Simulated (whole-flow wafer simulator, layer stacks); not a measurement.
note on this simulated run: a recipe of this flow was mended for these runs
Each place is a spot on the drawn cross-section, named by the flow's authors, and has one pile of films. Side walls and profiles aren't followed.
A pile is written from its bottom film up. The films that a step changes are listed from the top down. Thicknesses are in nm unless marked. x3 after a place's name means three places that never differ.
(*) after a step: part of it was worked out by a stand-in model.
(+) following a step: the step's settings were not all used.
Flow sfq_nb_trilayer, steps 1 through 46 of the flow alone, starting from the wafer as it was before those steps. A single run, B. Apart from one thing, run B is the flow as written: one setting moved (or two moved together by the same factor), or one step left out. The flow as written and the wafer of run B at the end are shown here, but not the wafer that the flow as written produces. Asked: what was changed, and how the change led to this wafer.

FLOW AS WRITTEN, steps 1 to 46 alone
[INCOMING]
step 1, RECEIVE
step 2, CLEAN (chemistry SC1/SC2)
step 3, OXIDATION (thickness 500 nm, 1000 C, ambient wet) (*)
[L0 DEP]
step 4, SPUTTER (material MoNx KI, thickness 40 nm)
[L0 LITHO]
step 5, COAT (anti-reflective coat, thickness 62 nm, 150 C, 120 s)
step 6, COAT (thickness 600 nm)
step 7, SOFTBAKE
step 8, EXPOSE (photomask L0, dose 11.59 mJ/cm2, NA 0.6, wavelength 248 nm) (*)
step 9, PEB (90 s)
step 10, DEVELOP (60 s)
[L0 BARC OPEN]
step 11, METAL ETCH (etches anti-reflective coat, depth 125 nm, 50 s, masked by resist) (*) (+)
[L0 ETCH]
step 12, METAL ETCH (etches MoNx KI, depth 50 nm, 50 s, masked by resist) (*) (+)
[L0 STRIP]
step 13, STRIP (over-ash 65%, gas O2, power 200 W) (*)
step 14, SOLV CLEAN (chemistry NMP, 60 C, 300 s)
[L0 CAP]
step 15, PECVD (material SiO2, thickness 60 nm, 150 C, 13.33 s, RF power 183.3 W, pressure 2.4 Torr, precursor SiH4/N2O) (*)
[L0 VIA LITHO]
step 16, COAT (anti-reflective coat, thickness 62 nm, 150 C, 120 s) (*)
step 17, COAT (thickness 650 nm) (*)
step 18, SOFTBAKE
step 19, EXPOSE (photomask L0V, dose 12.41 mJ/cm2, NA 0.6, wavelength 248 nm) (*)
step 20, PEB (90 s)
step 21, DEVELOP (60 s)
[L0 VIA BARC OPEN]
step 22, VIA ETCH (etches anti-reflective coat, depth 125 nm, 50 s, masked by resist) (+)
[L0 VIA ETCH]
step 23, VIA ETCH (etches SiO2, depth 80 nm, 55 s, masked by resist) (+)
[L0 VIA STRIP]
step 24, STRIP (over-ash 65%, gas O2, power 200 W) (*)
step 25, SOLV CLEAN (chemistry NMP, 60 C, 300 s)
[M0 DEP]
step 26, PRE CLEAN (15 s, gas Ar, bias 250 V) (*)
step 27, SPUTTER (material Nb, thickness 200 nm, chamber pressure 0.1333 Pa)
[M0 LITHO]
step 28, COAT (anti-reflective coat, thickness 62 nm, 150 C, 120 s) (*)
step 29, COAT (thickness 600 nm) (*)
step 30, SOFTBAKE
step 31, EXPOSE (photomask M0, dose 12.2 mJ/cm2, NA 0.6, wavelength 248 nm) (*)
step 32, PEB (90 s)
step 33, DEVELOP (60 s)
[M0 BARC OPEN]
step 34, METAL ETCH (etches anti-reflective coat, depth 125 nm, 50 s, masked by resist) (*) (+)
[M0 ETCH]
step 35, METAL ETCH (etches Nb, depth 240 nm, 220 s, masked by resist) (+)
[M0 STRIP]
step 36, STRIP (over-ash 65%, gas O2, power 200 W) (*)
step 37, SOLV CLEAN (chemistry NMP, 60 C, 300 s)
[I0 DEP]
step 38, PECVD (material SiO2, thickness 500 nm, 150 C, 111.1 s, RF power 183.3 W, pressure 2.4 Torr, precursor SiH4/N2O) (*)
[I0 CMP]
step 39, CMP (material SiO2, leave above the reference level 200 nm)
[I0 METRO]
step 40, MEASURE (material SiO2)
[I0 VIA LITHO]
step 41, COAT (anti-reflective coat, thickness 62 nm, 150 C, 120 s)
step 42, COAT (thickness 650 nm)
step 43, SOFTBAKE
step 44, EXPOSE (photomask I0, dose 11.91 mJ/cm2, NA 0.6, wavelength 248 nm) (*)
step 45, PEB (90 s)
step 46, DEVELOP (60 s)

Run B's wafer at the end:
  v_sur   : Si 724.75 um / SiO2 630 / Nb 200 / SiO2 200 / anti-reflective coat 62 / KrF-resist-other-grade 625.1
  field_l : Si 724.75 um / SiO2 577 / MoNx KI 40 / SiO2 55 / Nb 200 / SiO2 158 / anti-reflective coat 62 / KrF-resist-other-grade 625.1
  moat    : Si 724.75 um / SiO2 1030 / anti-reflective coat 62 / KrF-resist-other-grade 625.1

The reason: step 3, OXIDATION: thickness 577 nm was run, whereas the flow has thickness 500 nm.
One can read it off the wafer: field_l has SiO2 577, and step 3 as written asks for 500 nm.

How this came from the change, step by step:
  step 3, OXIDATION (thickness 500 nm, 1000 C, ambient wet) (*)
      field_l, v_sur, via_wl and 103 more: SiO2 gains 577 (new film), chemical SiO2 loses 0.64 (all of it), Si loses 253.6 (it would be, as written: SiO2 gains 500 (new film), chemical SiO2 loses 0.64 (all of it), Si loses 219.7)
